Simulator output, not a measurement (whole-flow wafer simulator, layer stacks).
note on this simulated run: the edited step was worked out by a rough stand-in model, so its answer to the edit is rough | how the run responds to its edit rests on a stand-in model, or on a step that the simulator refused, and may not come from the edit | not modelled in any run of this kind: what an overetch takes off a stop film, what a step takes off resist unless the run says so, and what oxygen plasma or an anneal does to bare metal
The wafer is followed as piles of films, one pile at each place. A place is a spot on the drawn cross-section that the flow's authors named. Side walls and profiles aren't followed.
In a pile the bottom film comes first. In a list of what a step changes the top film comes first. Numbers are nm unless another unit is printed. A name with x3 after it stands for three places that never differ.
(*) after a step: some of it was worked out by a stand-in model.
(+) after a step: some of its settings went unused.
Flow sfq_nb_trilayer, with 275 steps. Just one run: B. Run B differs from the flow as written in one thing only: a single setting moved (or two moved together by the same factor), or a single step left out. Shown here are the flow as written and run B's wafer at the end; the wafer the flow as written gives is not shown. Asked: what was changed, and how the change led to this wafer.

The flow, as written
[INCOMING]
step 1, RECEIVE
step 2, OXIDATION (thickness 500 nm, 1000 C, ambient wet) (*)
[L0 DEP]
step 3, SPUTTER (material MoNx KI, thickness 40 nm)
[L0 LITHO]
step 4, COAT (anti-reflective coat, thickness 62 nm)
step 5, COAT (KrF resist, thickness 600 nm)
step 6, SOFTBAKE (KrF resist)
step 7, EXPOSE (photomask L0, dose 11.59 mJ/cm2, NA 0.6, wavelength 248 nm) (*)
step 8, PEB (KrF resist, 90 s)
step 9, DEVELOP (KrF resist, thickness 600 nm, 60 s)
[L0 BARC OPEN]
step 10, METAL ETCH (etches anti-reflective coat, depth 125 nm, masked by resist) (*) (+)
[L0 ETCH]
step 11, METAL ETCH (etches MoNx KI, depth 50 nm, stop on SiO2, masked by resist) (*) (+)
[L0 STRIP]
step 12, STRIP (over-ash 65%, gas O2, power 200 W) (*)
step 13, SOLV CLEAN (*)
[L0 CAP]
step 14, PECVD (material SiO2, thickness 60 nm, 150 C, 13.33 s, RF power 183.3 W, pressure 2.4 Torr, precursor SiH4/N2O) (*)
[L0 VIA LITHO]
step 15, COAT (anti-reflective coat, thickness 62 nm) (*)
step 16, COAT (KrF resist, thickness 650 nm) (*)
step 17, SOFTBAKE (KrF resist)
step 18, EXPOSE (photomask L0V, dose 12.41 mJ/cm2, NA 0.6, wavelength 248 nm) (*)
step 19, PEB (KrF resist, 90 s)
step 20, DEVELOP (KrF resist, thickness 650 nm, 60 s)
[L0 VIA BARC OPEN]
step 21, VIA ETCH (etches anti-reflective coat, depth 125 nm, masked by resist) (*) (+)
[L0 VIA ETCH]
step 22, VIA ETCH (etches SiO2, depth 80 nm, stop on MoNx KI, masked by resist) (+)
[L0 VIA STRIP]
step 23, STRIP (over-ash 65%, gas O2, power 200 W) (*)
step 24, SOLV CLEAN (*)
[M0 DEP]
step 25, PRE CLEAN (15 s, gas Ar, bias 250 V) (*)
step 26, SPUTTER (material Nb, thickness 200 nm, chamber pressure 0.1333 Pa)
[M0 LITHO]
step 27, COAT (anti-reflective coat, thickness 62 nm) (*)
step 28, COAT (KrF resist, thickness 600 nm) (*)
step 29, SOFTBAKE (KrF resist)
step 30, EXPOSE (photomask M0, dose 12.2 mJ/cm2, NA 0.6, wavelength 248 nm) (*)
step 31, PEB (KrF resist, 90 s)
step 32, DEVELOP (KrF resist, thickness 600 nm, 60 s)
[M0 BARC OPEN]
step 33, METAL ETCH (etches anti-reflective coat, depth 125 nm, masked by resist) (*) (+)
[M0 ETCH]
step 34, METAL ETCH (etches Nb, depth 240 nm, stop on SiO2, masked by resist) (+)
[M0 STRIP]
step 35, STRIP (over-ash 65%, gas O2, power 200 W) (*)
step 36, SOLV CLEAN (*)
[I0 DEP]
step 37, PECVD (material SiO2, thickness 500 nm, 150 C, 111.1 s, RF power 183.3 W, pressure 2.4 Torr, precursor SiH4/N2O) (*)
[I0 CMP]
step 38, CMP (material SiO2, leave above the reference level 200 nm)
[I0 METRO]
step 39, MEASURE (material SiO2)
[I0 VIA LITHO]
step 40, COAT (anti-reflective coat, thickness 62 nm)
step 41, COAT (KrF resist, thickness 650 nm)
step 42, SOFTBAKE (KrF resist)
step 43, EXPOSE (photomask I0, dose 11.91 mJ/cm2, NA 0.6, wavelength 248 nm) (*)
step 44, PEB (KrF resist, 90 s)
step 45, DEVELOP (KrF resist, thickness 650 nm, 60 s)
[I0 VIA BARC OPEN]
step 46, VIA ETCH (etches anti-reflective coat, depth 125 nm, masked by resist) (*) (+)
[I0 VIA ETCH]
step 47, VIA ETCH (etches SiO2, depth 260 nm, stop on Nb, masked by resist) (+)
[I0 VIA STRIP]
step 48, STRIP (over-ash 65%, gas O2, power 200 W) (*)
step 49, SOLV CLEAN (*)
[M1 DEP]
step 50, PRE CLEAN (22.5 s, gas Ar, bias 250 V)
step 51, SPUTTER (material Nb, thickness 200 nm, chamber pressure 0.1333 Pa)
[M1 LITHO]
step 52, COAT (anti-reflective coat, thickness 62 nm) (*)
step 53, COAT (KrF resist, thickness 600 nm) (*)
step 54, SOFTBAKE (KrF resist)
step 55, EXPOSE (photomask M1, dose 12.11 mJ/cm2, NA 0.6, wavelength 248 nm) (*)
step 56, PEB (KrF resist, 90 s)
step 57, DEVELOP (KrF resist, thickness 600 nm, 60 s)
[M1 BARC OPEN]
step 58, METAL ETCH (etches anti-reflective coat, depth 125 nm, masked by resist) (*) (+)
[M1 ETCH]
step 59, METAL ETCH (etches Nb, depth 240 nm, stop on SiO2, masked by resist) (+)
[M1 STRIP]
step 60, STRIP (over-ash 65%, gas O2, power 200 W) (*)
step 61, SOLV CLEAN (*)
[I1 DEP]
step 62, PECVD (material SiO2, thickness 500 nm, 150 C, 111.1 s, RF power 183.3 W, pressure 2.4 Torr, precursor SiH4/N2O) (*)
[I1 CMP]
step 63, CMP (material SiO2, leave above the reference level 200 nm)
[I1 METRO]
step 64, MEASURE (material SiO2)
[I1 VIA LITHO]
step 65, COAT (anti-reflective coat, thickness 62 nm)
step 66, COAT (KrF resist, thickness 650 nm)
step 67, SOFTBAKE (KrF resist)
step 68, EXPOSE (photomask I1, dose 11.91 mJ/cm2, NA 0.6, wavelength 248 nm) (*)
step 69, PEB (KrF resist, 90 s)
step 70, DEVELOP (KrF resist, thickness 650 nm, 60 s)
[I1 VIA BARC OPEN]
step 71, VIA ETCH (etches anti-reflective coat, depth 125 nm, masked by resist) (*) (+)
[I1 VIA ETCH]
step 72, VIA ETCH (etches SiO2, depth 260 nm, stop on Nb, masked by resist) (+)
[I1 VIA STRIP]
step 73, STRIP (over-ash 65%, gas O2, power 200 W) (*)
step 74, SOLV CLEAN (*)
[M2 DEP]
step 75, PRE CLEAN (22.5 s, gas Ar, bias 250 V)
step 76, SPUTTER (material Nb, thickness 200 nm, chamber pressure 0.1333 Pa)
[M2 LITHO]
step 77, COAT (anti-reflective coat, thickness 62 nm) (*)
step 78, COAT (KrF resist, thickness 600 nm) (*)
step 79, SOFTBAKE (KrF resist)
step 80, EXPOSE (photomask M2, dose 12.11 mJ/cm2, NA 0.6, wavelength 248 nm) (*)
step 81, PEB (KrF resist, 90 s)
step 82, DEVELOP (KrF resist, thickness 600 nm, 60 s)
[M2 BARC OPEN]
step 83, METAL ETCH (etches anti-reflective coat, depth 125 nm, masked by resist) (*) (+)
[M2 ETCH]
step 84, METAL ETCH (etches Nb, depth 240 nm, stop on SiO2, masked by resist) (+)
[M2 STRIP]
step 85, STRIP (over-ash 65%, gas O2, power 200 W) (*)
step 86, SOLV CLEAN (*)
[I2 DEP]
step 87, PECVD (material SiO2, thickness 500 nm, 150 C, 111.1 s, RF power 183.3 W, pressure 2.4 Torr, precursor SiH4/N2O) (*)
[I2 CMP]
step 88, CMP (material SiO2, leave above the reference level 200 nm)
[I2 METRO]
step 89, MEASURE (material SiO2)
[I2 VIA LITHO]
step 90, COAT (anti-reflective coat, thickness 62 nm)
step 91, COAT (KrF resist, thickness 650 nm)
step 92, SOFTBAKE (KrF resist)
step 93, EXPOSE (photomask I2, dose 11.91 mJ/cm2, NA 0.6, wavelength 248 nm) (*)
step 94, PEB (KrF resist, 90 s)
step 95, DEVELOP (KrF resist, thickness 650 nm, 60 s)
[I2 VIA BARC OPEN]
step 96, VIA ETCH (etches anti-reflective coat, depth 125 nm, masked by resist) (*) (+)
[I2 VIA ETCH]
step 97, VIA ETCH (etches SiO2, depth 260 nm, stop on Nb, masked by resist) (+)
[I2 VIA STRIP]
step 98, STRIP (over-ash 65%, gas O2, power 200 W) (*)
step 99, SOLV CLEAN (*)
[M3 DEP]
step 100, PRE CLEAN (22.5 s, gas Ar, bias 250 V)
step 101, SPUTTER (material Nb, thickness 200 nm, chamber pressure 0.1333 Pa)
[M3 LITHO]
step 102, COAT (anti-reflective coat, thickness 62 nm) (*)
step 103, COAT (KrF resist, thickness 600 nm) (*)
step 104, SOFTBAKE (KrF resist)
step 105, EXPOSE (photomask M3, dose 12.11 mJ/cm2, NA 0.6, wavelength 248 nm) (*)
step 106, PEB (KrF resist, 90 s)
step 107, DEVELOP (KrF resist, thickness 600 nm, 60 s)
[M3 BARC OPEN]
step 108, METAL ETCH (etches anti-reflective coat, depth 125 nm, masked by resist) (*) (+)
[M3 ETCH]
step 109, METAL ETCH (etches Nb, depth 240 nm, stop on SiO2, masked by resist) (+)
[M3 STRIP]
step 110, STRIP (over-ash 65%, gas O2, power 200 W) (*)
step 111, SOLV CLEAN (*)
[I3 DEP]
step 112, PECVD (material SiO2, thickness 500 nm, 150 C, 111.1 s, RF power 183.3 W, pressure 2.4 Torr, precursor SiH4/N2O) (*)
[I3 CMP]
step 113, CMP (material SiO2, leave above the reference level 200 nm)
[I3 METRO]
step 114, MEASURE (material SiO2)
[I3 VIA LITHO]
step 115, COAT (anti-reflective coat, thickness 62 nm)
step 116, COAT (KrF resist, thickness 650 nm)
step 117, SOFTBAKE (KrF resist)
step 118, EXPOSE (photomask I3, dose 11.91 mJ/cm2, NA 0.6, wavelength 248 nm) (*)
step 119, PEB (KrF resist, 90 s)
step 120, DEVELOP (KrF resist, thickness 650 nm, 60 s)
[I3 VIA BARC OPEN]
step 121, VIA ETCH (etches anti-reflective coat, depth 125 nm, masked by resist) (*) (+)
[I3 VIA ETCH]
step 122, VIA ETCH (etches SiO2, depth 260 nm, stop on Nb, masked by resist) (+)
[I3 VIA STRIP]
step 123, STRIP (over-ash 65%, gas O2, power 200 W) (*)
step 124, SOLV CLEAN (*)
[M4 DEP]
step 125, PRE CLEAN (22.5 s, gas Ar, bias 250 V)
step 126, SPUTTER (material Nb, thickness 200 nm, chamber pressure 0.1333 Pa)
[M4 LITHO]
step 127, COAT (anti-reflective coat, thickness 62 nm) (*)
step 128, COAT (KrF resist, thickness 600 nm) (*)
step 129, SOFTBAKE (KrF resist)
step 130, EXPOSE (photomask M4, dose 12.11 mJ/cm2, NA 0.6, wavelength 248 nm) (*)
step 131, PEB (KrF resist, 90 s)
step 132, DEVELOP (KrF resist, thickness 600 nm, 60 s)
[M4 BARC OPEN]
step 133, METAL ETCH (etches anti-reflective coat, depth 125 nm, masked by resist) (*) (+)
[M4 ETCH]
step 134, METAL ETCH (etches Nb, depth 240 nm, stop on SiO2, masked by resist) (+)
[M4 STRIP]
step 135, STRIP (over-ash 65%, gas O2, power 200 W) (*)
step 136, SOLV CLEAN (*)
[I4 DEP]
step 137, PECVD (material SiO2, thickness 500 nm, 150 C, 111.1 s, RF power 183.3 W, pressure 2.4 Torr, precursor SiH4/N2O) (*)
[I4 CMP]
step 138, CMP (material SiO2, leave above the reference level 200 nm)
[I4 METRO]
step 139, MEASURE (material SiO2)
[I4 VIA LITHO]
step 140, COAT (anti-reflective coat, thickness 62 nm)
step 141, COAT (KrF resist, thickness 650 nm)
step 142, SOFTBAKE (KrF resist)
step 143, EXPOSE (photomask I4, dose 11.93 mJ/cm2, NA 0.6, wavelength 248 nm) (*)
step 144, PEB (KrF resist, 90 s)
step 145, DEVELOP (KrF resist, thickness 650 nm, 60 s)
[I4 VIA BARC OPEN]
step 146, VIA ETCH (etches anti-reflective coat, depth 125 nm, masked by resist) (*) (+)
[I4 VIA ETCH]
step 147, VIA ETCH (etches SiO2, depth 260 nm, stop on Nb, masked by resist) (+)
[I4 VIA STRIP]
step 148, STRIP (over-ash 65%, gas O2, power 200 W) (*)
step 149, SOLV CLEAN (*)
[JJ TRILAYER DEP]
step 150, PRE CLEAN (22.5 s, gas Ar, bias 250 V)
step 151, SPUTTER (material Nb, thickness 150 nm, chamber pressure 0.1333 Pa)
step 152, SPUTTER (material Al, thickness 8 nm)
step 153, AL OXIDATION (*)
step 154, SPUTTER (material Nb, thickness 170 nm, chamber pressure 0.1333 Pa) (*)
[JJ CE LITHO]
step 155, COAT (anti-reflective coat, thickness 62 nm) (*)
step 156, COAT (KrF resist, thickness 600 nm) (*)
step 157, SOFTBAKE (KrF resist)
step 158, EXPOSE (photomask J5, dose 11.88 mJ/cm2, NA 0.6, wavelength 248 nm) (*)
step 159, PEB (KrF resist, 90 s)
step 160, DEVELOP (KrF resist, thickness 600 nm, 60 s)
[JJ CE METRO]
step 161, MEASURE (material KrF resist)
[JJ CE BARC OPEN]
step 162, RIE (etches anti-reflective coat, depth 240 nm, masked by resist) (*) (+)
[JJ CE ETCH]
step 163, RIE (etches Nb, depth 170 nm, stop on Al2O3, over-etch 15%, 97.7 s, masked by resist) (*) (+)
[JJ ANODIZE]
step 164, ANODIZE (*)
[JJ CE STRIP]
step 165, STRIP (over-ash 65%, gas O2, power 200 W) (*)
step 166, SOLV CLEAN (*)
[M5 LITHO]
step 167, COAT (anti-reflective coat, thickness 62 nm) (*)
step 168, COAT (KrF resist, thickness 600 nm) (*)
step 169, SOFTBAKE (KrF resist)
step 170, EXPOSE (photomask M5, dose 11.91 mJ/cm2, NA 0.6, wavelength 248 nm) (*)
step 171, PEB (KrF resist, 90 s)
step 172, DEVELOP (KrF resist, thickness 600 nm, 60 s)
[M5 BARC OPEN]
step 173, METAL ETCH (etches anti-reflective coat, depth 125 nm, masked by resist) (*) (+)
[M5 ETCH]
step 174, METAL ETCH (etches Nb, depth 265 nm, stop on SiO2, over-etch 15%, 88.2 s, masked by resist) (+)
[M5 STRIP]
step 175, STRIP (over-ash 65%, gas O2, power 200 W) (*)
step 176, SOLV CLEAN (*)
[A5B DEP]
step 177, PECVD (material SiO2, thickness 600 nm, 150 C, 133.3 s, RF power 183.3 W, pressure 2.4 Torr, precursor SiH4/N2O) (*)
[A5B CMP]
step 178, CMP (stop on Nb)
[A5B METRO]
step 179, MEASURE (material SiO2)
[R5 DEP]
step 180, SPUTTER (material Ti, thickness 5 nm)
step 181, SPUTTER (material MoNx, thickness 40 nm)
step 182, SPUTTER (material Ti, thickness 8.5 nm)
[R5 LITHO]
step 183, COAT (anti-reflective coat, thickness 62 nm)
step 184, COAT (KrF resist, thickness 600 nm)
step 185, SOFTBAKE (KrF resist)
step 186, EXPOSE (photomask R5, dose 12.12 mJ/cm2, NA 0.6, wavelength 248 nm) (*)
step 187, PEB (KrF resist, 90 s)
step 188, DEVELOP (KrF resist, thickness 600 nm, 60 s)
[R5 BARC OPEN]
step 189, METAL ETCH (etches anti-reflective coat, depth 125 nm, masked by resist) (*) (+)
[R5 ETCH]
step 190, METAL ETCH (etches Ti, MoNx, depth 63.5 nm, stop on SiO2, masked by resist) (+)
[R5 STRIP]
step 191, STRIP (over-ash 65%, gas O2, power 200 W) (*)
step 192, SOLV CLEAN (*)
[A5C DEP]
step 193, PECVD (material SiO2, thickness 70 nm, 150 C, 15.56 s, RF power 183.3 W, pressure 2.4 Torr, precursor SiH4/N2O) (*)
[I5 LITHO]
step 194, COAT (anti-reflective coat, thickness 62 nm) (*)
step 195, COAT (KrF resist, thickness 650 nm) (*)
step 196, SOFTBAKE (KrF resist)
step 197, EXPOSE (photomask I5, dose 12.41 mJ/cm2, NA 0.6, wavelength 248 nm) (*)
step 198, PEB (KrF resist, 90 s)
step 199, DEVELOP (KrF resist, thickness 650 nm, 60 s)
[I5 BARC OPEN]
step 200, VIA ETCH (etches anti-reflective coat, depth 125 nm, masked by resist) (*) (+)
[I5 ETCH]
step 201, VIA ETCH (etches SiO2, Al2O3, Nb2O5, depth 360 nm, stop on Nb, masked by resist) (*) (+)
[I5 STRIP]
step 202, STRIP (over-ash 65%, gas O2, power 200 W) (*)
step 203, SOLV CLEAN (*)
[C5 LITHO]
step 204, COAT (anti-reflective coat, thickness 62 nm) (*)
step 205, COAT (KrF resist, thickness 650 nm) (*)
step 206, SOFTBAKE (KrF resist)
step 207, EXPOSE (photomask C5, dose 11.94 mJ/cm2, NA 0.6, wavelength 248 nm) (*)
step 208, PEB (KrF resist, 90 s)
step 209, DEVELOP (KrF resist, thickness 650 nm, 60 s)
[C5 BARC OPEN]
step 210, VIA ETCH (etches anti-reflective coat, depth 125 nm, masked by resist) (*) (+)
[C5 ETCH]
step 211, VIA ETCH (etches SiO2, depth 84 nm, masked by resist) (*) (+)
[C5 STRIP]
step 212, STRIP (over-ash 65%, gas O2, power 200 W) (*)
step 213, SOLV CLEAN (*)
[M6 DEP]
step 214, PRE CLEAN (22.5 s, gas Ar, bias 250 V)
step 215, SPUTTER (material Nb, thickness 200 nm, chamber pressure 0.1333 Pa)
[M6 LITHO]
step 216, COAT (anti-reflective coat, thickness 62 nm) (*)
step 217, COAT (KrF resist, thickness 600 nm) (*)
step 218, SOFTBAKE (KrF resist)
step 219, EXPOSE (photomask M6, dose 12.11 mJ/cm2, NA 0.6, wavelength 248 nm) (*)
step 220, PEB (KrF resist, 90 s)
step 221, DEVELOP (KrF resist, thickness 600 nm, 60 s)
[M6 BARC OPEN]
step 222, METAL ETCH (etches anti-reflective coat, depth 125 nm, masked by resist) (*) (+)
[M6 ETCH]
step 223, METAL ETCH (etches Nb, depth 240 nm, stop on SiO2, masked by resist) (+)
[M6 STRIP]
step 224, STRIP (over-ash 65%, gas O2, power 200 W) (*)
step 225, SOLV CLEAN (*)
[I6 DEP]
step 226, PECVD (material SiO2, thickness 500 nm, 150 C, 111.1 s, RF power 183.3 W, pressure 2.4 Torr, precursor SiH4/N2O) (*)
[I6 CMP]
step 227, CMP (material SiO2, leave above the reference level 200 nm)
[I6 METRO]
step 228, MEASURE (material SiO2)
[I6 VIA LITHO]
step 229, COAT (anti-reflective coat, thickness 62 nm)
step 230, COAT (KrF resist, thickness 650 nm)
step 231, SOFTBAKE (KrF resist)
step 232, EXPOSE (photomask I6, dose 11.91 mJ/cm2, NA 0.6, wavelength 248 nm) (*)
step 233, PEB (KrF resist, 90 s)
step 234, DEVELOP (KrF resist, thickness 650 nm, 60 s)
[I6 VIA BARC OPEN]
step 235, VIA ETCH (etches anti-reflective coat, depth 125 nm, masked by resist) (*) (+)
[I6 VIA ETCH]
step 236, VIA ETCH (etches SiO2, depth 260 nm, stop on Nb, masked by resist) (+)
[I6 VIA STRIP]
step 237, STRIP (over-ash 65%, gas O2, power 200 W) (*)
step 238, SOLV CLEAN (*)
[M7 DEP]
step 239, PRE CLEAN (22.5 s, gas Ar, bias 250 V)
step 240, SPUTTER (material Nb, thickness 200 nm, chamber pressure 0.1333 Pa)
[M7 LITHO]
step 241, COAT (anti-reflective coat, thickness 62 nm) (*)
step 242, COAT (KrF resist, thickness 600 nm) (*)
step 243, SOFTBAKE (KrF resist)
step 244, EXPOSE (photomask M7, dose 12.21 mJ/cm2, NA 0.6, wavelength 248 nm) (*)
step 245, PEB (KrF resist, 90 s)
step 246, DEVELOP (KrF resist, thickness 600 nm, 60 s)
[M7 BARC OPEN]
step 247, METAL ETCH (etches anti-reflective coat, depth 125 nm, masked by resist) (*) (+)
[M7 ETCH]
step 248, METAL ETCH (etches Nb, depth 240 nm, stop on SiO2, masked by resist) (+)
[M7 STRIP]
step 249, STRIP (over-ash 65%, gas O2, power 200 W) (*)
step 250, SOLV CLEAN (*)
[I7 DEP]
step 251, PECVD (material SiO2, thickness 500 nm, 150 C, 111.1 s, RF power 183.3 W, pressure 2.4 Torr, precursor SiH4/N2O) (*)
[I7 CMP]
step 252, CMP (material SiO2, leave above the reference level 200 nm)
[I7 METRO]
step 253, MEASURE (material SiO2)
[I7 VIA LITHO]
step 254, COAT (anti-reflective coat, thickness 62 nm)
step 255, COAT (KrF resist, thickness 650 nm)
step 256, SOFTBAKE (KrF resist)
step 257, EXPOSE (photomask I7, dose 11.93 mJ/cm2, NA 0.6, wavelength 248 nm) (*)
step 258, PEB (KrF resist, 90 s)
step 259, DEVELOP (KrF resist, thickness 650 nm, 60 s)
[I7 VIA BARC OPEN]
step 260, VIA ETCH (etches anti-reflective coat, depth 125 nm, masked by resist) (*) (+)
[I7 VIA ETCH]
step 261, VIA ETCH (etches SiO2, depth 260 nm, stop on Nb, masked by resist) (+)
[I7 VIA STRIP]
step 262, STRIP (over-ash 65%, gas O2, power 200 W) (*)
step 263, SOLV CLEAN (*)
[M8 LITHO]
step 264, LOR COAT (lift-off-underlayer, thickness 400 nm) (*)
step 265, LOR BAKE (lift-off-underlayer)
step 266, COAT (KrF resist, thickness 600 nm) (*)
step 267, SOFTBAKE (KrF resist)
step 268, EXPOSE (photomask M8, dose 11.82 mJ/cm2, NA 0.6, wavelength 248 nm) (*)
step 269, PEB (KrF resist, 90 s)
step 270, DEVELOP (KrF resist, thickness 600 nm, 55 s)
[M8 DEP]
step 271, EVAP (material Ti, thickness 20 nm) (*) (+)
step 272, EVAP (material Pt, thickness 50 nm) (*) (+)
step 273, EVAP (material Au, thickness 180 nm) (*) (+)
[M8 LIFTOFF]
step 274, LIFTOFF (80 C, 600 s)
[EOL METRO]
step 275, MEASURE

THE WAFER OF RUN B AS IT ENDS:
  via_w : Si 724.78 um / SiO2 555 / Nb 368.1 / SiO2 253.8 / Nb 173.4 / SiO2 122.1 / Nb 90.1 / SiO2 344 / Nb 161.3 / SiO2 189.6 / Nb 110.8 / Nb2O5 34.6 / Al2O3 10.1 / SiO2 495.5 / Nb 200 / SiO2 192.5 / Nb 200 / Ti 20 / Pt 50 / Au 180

The reason: step 62, PECVD: thickness 305 nm was run, while the flow as written has thickness 500 nm; step 62, PECVD: 67.78 s was run, where the flow has 111.1 s.

How this came from the change, step by step:
  step 62, PECVD (material SiO2, thickness 500 nm, 150 C, 111.1 s, RF power 183.3 W, pressure 2.4 Torr, precursor SiH4/N2O) (*)
      field_l, be, be_sur and 72 more: +305 SiO2 (as written it would have been: +500 SiO2)
      v_sur, via_wl, via_wr and 20 more: +305 SiO2 (new film) (as written it would have been: +500 SiO2 (new film))
      (as well as at 8 more places)
  step 63, CMP (material SiO2, leave above the reference level 200 nm)
      field_l, be, be_sur and 72 more: nothing (as written it would have been: -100 SiO2)
      lsp_m, ln_m6, lsp_r, l0_sur, l0v: nothing (as written it would have been: -94.9 SiO2)
      (as well as at 26 more places)
  step 65, COAT (anti-reflective coat, thickness 62 nm)
      jj_sur, p3_s1, m0r_line_l, m0r_line_r, m6r_line_l, m6r_line_r, m7r_line_l, m7r_line_r: +63.5 anti-reflective coat (new film) (as written it would have been: +62 anti-reflective coat (new film))
      c5j, ce_r, moat, p3_l2, p3_l6, r5r_space_c: +63.3 anti-reflective coat (new film) (as written it would have been: +62 anti-reflective coat (new film))
      (as well as at 67 more places)
  step 66, COAT (KrF resist, thickness 650 nm)
      m0r_line_l, m0r_line_r, m6r_line_l, m6r_line_r, m7r_line_l, m7r_line_r: +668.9 KrF resist (new film) (as written it would have been: +650 KrF resist (new film))
      m5r_linepad_l, m5r_linepad_r: +629 KrF resist (new film) (as written it would have been: +650 KrF resist (new film))
      (as well as at 30 more places)
  step 70, DEVELOP (KrF resist, thickness 650 nm, 60 s)
      via_v: -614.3 KrF resist (all of it) (as written it would have been: -648.6 KrF resist (all of it))
  step 71, VIA ETCH (etches anti-reflective coat, depth 125 nm, masked by resist) (*) (+)
      field_l, v_sur, via_wl and 102 more: -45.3 KrF resist (as written it would have been: -51.7 KrF resist)
      via_v: -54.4 anti-reflective coat (all of it), -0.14 SiO2 (as written it would have been: -62 anti-reflective coat (all of it), -0.16 SiO2)
  step 73, STRIP (over-ash 65%, gas O2, power 200 W) (*)
      m0r_line_l, m0r_line_r, m6r_line_l, m6r_line_r, m7r_line_l, m7r_line_r: -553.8 KrF resist (all of it), -63.5 anti-reflective coat (all of it) (as written it would have been: -528.6 KrF resist (all of it), -62 anti-reflective coat (all of it))
      m0r_space_l, m0r_space_r, m6r_space_l, m6r_space_r, m7r_space_l, m7r_space_r: -546.1 KrF resist (all of it), -75.1 anti-reflective coat (all of it) (as written it would have been: -528.6 KrF resist (all of it), -62 anti-reflective coat (all of it))
      (as well as at 80 more places)
  step 76, SPUTTER (material Nb, thickness 200 nm, chamber pressure 0.1333 Pa)
      be, lsp_l: +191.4 Nb (new film) (as written it would have been: +200 Nb (new film))
      via_w: +173.4 Nb (new film) (as written it would have been: +200 Nb (new film))
  step 77, COAT (anti-reflective coat, thickness 62 nm) (*)
      wl_a_m6, wl_a_sr, wl_b_sr: +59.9 anti-reflective coat (new film) (as written it would have been: +62 anti-reflective coat (new film))
      m0r_line_l, m6r_line_l, m7r_line_l: +63.7 anti-reflective coat (new film) (as written it would have been: +62 anti-reflective coat (new film))
      (as well as at 70 more places)
  step 78, COAT (KrF resist, thickness 600 nm) (*)
      m0r_line_l, m6r_line_l, m7r_line_l: +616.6 KrF resist (new film) (as written it would have been: +600 KrF resist (new film))
      m0r_line_r, m6r_line_r, m7r_line_r: +616.8 KrF resist (new film) (as written it would have been: +600 KrF resist (new film))
      (as well as at 33 more places)
  step 82, DEVELOP (KrF resist, thickness 600 nm, 60 s)
      m0r_line_l, m6r_line_l, m7r_line_l: -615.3 KrF resist (all of it) (as written it would have been: -598.7 KrF resist (all of it))
      m0r_line_r, m6r_line_r, m7r_line_r: -615.5 KrF resist (all of it) (as written it would have been: -598.7 KrF resist (all of it))
      (as well as at 20 more places)
  step 83, METAL ETCH (etches anti-reflective coat, depth 125 nm, masked by resist) (*) (+)
      v_sur, via_wl, via_w and 19 more: -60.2 KrF resist (as written it would have been: -51.7 KrF resist)
      m0r_line_l, m6r_line_l, m7r_line_l: -63.7 anti-reflective coat (all of it) (as written it would have been: -62 anti-reflective coat (all of it))
      (as well as at 51 more places)
  step 84, METAL ETCH (etches Nb, depth 240 nm, stop on SiO2, masked by resist) (+)
      be, lsp_l: -191.4 Nb (all of it) (as written it would have been: -200 Nb (all of it))
  step 85, STRIP (over-ash 65%, gas O2, power 200 W) (*)
      v_sur: -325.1 KrF resist (all of it), -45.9 anti-reflective coat (all of it) (as written it would have been: -380 KrF resist (all of it), -61.4 anti-reflective coat (all of it))
      via_wl: -330.7 KrF resist (all of it), -41.4 anti-reflective coat (all of it) (as written it would have been: -379.5 KrF resist (all of it), -61.3 anti-reflective coat (all of it))
      (as well as at 20 more places)
  step 87, PECVD (material SiO2, thickness 500 nm, 150 C, 111.1 s, RF power 183.3 W, pressure 2.4 Torr, precursor SiH4/N2O) (*)
      via_w: +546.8 SiO2 (new film) (as written it would have been: +500 SiO2 (new film))
  step 88, CMP (material SiO2, leave above the reference level 200 nm)
      field_l, be, be_sur and 79 more: -5 SiO2 (as written it would have been: -100 SiO2)
      via_w: -157.1 SiO2 (as written it would have been: -300 SiO2)
  ... 33 further steps ...
  step 178, CMP (stop on Nb)
      via_w: -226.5 SiO2 (as written it would have been: -235.2 SiO2)
Taking metal films that touch as one body, via_w has 7 bodies (between them, from the top down: SiO2 192.5; SiO2 495.5 / Al2O3 10.1 / Nb2O5 34.6; SiO2 189.6; SiO2 344; SiO2 122.1; SiO2 253.8); the flow as written gives 5 bodies (between them, from the top down: SiO2 192.5; SiO2 427.3 / Al2O3 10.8 / Nb2O5 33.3; SiO2 425.9; SiO2 416.9).
